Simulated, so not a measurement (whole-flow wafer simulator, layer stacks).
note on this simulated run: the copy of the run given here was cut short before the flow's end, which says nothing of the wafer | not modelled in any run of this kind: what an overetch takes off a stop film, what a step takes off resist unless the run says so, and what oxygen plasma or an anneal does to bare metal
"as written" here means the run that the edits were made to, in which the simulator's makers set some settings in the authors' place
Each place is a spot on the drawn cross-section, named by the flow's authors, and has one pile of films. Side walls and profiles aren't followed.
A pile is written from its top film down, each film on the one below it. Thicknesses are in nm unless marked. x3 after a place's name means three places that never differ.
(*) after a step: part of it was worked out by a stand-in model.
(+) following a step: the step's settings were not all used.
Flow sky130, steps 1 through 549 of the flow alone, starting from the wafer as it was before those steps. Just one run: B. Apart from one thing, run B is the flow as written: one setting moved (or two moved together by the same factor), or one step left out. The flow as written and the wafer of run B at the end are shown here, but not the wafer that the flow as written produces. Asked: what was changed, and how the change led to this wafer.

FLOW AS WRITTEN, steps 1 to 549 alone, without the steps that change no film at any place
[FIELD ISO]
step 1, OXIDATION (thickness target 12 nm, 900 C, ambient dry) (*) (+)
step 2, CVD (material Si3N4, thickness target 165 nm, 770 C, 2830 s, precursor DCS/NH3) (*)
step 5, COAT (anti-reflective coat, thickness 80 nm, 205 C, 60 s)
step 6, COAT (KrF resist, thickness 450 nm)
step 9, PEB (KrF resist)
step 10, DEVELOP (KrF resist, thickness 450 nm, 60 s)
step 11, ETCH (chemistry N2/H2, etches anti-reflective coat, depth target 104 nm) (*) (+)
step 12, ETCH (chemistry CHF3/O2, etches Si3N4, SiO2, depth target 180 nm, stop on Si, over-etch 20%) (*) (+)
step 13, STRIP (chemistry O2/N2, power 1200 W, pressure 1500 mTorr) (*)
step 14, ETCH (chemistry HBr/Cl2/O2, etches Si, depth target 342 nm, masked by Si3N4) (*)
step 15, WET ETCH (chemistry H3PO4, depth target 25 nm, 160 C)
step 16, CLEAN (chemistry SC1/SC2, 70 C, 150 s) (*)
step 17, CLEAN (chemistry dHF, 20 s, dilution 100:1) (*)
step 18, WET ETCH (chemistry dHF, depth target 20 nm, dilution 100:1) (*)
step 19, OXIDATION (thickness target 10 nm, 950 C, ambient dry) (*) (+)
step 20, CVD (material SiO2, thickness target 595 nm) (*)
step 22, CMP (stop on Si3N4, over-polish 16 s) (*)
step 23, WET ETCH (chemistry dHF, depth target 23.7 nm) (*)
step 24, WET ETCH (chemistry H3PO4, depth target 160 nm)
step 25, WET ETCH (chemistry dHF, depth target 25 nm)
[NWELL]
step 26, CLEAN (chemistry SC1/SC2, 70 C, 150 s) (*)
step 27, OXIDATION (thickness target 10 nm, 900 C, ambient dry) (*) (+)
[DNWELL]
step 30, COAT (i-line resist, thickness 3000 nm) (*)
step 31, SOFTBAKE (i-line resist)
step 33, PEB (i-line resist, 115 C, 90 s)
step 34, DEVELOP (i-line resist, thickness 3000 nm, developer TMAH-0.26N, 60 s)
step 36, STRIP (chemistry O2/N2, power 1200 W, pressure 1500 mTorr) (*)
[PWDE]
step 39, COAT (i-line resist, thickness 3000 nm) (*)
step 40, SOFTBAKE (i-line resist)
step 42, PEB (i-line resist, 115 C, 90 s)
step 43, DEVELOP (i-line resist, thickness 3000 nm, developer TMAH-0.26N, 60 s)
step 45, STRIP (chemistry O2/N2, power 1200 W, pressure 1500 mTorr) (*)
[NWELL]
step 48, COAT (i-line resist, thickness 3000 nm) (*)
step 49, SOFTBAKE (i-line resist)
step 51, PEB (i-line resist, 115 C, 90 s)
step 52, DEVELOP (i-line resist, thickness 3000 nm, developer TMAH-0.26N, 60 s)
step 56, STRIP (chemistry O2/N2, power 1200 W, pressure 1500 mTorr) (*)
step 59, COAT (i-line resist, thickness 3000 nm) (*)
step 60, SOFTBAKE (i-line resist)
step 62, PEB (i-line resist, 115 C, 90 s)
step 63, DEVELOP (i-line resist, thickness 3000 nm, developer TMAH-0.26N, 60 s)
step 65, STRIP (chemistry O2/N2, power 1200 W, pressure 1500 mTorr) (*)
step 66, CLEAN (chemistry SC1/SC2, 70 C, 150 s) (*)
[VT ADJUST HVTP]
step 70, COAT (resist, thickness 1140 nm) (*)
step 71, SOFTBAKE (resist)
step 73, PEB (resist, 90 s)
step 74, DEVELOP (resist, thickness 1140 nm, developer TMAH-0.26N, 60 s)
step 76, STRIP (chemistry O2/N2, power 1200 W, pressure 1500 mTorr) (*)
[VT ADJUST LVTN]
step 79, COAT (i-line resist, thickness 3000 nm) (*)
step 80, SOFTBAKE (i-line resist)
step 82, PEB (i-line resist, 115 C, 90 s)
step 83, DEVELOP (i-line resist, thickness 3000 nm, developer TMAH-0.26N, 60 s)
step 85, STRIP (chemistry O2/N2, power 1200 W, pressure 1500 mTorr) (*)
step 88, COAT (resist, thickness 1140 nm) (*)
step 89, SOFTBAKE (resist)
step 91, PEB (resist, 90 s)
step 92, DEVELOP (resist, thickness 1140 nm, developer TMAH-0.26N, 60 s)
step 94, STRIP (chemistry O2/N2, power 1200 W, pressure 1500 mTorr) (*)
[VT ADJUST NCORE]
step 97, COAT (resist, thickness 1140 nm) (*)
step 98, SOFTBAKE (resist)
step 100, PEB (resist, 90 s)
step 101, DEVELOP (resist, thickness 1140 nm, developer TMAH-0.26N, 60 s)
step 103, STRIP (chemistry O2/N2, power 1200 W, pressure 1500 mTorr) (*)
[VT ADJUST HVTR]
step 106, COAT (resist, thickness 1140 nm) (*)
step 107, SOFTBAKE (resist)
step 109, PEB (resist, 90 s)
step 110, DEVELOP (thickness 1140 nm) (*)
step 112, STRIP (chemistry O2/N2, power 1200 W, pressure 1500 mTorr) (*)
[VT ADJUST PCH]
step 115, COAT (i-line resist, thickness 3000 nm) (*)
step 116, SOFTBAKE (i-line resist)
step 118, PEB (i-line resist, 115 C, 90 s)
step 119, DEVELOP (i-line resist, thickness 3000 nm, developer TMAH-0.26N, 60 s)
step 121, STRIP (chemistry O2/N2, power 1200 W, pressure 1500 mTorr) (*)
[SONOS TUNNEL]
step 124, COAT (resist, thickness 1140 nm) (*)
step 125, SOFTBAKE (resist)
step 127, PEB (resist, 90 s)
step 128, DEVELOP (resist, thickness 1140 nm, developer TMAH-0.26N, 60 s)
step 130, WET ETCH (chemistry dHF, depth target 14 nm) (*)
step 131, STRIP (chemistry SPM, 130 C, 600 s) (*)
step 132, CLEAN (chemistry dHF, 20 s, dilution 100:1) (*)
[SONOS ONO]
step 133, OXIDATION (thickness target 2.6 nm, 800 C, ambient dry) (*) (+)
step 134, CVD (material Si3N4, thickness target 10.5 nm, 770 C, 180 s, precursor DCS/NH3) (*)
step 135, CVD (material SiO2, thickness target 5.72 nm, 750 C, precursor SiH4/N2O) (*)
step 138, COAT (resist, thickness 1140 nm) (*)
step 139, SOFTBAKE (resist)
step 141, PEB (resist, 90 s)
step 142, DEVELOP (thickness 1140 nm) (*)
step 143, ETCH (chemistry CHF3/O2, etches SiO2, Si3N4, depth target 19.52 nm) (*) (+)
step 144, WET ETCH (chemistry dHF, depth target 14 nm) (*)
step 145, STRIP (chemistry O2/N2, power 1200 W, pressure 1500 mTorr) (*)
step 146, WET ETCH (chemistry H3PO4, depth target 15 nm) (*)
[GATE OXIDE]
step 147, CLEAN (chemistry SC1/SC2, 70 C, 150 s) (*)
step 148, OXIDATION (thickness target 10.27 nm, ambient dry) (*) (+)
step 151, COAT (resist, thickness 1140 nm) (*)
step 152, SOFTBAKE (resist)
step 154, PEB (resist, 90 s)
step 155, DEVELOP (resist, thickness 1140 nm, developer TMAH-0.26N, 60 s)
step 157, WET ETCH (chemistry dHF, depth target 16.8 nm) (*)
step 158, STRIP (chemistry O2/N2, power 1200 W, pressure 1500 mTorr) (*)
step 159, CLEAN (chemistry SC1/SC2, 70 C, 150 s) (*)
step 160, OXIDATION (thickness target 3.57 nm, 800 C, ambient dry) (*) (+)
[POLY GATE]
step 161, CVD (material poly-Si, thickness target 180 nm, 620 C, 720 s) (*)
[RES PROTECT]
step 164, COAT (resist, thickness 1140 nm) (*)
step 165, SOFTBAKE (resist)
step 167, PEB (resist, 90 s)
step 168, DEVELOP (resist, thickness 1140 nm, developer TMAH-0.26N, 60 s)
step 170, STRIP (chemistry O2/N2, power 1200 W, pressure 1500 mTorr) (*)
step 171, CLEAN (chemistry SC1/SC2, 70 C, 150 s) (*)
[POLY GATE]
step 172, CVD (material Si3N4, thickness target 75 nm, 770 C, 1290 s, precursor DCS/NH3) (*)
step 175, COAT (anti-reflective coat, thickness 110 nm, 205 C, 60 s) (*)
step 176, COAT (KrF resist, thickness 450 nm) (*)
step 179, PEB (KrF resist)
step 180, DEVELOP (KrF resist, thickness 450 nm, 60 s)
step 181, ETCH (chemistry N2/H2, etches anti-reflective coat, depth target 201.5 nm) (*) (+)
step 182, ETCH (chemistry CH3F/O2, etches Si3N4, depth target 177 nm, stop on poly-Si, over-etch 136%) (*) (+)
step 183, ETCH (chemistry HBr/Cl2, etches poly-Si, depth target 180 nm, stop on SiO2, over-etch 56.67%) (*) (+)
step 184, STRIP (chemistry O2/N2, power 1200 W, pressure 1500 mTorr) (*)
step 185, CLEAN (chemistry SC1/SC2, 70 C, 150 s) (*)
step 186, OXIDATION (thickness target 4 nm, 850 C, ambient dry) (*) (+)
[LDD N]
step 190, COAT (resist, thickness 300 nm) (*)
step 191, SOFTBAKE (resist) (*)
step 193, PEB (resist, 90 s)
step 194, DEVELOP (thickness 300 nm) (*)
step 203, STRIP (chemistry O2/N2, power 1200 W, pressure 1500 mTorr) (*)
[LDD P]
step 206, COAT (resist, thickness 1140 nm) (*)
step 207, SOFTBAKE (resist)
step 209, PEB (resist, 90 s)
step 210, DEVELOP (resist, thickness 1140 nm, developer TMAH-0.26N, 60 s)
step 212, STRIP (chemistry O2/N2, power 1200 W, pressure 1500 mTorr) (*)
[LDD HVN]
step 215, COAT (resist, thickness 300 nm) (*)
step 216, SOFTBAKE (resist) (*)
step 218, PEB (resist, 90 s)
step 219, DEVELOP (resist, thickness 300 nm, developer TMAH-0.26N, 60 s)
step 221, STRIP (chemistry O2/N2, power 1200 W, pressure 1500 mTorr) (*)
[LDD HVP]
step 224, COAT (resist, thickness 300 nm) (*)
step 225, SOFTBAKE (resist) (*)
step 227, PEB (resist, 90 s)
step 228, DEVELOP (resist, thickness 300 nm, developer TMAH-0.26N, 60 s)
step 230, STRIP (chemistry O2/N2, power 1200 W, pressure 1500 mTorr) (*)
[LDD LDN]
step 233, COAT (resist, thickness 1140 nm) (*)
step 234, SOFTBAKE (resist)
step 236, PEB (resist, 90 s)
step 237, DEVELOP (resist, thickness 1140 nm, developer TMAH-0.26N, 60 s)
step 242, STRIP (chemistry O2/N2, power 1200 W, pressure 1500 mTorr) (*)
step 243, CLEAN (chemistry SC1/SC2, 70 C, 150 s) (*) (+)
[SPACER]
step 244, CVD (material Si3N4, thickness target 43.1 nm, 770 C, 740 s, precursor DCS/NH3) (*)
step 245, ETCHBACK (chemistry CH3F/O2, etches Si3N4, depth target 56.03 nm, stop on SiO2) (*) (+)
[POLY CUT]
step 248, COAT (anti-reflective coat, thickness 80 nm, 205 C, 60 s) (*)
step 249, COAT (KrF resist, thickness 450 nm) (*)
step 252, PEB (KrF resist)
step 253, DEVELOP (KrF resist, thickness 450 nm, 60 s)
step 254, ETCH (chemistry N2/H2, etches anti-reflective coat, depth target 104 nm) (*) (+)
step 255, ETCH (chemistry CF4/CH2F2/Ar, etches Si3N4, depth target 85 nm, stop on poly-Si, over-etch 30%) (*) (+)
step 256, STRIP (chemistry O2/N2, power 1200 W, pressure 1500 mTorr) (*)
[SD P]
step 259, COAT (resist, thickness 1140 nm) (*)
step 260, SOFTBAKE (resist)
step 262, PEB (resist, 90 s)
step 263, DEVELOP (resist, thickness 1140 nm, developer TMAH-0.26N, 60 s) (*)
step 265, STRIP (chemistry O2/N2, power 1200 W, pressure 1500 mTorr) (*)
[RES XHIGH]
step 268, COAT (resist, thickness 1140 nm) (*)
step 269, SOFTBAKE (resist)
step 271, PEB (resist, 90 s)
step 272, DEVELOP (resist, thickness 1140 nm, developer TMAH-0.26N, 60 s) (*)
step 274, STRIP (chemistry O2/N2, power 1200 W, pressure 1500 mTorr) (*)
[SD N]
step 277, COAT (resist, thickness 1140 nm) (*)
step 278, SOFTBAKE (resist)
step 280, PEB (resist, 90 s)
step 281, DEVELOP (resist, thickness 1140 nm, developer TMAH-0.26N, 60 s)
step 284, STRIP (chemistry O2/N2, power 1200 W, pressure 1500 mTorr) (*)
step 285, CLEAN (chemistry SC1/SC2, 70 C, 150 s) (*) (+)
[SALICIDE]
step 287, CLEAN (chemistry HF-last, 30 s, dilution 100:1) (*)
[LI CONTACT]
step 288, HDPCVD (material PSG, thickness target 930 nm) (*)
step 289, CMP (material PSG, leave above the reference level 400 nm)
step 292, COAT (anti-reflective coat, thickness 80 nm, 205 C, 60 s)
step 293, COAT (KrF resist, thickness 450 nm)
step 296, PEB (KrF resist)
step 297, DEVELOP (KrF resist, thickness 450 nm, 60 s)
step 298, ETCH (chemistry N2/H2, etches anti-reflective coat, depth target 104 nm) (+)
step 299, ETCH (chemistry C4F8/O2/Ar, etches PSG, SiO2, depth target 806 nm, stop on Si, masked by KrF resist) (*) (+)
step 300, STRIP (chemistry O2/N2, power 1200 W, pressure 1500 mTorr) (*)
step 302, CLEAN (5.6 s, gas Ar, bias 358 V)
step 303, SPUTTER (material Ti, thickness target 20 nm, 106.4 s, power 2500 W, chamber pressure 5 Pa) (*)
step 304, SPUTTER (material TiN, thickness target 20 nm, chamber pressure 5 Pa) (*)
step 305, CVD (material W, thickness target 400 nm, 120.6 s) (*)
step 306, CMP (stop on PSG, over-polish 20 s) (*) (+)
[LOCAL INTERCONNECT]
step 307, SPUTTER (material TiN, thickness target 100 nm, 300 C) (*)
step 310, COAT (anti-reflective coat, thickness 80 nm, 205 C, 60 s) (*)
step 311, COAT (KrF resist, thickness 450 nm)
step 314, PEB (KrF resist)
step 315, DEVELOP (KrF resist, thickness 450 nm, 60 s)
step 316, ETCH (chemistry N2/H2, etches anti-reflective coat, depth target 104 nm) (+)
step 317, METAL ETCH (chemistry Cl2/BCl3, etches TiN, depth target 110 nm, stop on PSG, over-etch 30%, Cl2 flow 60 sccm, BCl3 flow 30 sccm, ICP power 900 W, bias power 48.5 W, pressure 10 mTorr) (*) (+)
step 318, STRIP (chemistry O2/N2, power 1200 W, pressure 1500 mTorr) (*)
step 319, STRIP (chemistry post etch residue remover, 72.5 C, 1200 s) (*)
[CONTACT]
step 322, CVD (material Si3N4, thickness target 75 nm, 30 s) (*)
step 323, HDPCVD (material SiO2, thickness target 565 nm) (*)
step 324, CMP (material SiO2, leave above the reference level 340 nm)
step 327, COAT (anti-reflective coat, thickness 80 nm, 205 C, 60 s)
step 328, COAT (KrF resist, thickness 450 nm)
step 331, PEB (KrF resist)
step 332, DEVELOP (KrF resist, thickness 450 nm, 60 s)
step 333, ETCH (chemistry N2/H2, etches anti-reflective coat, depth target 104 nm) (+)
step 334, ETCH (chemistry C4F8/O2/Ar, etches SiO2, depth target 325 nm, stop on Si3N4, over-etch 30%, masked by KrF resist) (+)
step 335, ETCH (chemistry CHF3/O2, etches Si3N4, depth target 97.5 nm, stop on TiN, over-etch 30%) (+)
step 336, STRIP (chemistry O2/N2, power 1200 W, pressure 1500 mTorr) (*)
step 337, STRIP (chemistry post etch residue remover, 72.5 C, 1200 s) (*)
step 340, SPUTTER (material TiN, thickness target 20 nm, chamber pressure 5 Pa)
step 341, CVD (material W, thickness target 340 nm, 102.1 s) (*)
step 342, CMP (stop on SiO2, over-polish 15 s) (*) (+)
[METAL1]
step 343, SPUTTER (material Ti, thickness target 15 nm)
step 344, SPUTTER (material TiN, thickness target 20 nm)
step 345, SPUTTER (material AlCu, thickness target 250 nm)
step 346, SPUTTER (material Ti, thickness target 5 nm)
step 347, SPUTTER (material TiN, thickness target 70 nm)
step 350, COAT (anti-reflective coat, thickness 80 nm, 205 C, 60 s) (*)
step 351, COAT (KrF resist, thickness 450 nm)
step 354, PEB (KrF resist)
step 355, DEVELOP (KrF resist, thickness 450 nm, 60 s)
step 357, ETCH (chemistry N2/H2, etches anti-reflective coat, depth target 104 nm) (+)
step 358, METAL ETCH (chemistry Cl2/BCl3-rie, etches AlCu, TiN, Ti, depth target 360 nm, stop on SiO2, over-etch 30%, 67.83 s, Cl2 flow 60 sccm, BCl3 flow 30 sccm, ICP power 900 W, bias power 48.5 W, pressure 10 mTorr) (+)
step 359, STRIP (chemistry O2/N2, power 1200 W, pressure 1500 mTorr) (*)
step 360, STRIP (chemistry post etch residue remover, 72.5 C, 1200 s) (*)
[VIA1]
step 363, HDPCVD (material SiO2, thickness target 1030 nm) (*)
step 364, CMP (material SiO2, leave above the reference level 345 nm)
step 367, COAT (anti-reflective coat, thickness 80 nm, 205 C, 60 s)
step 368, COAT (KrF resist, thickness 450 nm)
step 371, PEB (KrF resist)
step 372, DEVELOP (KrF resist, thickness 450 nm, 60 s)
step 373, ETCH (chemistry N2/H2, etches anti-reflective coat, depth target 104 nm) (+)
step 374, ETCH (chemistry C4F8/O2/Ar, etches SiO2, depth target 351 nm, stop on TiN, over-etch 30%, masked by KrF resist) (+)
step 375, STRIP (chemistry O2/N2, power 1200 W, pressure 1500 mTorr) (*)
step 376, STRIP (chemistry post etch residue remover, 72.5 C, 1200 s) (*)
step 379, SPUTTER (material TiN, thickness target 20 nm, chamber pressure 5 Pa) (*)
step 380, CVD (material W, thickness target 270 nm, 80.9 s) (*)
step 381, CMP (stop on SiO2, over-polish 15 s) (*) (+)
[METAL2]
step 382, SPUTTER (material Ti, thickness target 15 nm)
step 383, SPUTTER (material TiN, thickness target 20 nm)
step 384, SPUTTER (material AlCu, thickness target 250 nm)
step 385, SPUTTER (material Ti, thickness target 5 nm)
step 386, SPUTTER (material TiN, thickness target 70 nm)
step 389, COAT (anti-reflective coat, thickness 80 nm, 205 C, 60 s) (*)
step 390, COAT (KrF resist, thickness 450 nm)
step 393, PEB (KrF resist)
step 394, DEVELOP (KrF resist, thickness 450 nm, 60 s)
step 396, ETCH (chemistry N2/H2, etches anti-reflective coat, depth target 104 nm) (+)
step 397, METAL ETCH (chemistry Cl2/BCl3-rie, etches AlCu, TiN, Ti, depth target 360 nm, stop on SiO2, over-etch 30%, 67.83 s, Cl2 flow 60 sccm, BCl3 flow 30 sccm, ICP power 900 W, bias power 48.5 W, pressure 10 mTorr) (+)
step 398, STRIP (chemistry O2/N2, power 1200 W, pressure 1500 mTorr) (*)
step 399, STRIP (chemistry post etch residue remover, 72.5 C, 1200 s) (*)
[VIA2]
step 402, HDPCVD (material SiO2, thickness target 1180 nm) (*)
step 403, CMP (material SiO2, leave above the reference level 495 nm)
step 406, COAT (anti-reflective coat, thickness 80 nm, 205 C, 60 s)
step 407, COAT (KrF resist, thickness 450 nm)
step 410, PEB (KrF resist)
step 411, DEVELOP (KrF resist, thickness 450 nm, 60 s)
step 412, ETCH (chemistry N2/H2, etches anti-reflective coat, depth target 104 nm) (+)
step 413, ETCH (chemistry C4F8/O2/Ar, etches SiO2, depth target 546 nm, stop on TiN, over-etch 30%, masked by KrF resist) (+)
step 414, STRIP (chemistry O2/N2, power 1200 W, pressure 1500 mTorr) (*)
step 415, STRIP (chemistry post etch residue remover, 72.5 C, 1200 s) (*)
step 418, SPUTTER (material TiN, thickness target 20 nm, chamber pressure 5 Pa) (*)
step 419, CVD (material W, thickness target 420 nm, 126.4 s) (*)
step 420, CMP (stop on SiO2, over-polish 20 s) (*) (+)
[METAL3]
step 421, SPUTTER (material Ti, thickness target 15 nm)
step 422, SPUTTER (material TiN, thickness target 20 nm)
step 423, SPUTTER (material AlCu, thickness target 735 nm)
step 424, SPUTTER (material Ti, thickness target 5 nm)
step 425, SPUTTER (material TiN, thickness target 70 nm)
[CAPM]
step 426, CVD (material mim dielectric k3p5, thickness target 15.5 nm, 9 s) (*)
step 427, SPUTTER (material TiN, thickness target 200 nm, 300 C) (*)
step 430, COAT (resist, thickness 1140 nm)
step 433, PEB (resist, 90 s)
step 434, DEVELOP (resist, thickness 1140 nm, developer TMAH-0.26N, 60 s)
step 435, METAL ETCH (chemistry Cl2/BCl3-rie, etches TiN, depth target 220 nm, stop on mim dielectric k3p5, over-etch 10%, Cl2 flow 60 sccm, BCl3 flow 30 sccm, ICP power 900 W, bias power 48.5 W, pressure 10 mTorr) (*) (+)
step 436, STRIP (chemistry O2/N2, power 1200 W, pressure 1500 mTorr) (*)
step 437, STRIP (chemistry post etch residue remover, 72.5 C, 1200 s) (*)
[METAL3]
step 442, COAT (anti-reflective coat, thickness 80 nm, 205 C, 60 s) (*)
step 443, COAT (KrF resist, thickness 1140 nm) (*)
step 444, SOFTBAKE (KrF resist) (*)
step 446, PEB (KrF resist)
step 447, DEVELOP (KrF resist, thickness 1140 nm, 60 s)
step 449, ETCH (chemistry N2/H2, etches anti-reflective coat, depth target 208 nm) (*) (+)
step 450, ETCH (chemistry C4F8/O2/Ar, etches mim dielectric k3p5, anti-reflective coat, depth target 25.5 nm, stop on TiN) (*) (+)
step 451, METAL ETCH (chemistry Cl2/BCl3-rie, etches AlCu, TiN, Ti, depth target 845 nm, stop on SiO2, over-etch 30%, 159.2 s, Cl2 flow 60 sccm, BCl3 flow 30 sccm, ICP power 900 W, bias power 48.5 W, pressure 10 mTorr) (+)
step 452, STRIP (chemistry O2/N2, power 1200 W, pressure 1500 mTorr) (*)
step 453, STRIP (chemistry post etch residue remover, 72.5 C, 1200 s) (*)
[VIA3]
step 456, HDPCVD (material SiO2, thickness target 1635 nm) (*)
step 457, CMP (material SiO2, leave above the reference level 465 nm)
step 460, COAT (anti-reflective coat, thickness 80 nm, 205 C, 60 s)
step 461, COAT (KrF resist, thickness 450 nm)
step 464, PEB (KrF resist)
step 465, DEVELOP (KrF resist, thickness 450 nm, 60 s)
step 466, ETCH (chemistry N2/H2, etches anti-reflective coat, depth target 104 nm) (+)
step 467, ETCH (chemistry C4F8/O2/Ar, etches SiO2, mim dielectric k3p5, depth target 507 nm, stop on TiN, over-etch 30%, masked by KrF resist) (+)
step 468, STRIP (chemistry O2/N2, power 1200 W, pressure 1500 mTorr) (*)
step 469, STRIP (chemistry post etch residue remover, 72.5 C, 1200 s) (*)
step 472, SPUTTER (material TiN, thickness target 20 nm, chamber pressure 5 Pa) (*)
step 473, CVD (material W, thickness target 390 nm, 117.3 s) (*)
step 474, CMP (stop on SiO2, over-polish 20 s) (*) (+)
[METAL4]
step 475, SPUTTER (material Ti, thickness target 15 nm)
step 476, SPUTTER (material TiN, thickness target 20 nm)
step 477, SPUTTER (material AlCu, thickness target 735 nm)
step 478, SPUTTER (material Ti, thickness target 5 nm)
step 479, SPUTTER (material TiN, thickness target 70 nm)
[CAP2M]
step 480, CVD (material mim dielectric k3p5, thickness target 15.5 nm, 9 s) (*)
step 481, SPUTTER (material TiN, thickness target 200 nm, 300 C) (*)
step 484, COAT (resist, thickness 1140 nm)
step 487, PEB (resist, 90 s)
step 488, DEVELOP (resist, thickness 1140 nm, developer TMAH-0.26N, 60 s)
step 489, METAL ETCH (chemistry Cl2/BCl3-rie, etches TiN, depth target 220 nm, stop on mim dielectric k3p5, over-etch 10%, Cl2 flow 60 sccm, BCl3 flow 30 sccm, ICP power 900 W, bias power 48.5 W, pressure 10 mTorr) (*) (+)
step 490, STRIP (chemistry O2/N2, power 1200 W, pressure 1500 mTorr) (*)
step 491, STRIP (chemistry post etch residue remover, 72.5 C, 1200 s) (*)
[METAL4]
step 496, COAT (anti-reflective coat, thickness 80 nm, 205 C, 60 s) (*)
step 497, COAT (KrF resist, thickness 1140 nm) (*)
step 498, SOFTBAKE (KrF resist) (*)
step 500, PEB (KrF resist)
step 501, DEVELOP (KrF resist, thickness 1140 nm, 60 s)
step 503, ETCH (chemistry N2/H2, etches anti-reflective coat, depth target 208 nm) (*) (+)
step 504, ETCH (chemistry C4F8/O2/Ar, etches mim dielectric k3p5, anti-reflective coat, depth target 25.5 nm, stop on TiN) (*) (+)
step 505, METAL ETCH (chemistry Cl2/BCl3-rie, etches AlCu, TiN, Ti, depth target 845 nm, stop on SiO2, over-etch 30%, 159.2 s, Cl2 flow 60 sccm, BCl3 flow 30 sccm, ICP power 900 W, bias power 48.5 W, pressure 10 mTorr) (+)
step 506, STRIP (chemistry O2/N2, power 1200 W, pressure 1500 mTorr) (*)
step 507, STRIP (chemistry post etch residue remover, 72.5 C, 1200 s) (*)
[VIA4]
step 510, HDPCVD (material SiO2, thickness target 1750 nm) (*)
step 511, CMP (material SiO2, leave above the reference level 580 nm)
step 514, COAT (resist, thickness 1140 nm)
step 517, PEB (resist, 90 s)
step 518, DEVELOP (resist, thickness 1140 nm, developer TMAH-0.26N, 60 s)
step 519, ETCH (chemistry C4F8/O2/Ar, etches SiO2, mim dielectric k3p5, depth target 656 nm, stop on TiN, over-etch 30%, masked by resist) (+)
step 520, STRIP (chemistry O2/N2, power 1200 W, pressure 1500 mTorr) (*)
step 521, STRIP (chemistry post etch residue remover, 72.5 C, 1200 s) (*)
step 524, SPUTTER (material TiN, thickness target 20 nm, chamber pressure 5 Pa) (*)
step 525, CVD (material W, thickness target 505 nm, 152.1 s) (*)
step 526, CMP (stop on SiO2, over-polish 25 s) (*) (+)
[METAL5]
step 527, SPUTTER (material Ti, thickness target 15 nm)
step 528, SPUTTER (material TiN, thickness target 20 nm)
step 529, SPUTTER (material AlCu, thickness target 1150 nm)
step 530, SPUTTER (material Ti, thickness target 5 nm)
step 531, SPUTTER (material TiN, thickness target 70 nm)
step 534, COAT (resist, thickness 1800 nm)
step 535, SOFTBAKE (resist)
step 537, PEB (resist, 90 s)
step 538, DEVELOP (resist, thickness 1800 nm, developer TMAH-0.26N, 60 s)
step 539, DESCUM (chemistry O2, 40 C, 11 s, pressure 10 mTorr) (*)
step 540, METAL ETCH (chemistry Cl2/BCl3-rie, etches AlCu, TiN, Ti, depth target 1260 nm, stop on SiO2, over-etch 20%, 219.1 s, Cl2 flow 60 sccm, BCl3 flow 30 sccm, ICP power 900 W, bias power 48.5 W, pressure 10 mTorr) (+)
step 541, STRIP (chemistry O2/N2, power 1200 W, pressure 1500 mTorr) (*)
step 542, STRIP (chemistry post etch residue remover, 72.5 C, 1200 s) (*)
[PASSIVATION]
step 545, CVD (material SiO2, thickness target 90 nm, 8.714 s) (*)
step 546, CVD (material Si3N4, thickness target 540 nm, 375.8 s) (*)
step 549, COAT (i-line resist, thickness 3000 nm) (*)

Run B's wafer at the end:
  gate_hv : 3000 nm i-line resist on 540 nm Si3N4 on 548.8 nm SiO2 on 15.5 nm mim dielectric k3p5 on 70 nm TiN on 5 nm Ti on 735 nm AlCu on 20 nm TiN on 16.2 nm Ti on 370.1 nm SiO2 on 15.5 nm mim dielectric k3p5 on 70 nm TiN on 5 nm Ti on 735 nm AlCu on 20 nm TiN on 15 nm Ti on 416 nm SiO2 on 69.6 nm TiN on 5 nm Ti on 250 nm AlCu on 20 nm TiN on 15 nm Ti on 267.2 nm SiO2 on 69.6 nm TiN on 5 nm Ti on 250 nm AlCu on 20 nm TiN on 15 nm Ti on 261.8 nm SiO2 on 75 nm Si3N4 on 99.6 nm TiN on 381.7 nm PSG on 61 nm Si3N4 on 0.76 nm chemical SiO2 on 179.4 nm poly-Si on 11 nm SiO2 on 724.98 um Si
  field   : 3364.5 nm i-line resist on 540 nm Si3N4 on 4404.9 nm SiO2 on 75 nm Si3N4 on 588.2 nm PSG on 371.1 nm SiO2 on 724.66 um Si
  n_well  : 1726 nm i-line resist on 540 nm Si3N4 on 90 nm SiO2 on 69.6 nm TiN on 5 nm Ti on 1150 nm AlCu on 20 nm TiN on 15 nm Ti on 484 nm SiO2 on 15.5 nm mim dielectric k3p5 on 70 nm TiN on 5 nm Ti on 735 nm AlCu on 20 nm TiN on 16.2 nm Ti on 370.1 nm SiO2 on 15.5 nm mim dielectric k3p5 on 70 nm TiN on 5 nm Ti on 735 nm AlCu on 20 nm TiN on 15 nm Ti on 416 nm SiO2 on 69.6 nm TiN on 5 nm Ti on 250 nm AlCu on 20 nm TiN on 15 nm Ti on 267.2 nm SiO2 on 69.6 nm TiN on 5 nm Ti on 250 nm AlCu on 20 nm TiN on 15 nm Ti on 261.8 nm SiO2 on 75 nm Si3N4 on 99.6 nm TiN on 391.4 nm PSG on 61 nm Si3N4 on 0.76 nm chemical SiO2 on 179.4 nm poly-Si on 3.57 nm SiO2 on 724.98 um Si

Cause: step 475, SPUTTER: thickness target 16.2 nm was run, though the flow has thickness target 15 nm.
The wafer itself shows it: gate_hv has Ti 16.2, and step 475 as written asks for 15 nm.

The path from the change to this, step by step:
  step 475, SPUTTER (material Ti, thickness target 15 nm)
      field, active, n_well and 189 more: +16.2 Ti (new film) (it would be, as written: +15 Ti (new film))
  step 505, METAL ETCH (chemistry Cl2/BCl3-rie, etches AlCu, TiN, Ti, depth target 845 nm, stop on SiO2, over-etch 30%, 159.2 s, Cl2 flow 60 sccm, BCl3 flow 30 sccm, ICP power 900 W, bias power 48.5 W, pressure 10 mTorr) (+)
      field, active, gate and 70 more: -70 TiN (all of it), -5 Ti (all of it), -735 AlCu (all of it), -20 TiN (all of it), -16.2 Ti (all of it), -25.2 SiO2 (it would be, as written: -70 TiN (all of it), -5 Ti (all of it), -735 AlCu (all of it), -20 TiN (all of it), -15 Ti (all of it), -25.4 SiO2)
      vpp_iso1, mim_edge_plate, m1_ln and 12 more: -70 TiN (all of it), -5 Ti (all of it), -735 AlCu (all of it), -20 TiN (all of it), -16.2 Ti (all of it), -25.2 SiO2 (it would be, as written: -70 TiN (all of it), -5 Ti (all of it), -735 AlCu (all of it), -20 TiN (all of it), -15 Ti (all of it), -25.3 SiO2)
